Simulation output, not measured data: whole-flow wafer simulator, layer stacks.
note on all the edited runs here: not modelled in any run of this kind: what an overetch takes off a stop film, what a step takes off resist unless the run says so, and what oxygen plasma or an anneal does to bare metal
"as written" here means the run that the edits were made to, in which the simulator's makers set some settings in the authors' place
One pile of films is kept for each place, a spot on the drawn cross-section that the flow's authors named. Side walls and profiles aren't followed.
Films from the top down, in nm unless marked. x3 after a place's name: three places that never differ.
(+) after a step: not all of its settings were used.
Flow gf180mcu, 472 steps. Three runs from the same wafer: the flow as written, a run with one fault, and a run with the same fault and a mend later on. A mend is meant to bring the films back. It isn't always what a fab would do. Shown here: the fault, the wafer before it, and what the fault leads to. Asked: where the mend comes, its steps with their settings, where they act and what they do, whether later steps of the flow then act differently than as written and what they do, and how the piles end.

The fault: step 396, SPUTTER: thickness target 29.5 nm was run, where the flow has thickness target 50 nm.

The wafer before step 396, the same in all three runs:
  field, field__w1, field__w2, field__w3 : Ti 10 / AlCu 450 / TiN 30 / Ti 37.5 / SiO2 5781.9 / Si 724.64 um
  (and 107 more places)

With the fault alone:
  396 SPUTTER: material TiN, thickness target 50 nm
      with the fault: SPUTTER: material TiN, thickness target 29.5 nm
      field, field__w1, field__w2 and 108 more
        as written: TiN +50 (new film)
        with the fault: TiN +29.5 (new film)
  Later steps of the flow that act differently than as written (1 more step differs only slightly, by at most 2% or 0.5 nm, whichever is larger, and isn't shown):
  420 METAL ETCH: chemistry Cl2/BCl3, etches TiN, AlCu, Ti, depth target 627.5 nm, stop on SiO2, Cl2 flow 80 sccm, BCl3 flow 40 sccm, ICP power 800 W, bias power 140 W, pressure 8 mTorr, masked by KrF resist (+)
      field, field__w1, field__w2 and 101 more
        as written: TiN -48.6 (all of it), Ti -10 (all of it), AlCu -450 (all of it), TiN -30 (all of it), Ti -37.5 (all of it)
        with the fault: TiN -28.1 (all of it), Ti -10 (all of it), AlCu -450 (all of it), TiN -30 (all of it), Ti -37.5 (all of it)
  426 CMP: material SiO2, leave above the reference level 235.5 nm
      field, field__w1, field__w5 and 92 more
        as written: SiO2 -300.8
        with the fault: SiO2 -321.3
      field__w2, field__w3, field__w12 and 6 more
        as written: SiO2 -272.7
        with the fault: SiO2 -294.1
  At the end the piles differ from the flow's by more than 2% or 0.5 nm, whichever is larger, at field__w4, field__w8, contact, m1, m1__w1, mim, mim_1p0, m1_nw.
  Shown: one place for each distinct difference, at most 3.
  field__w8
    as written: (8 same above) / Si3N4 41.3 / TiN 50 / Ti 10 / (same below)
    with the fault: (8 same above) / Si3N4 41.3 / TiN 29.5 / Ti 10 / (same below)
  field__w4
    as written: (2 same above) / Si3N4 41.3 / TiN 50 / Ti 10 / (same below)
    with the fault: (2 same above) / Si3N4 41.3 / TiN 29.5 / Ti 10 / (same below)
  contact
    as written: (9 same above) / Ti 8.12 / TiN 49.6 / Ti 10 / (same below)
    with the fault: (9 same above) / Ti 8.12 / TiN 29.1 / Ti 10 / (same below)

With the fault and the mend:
  The mend comes after step 396.
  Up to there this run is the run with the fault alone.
  396a SPUTTER: material TiN, thickness target 20.5 nm (the flow's step 396 once more, with other settings)
      field, field__w1, field__w2 and 108 more
        TiN +20.5
  No later step of the flow acts differently than as written at any place that is followed.
  At the end the piles are the same as the flow's at every place that both follow.
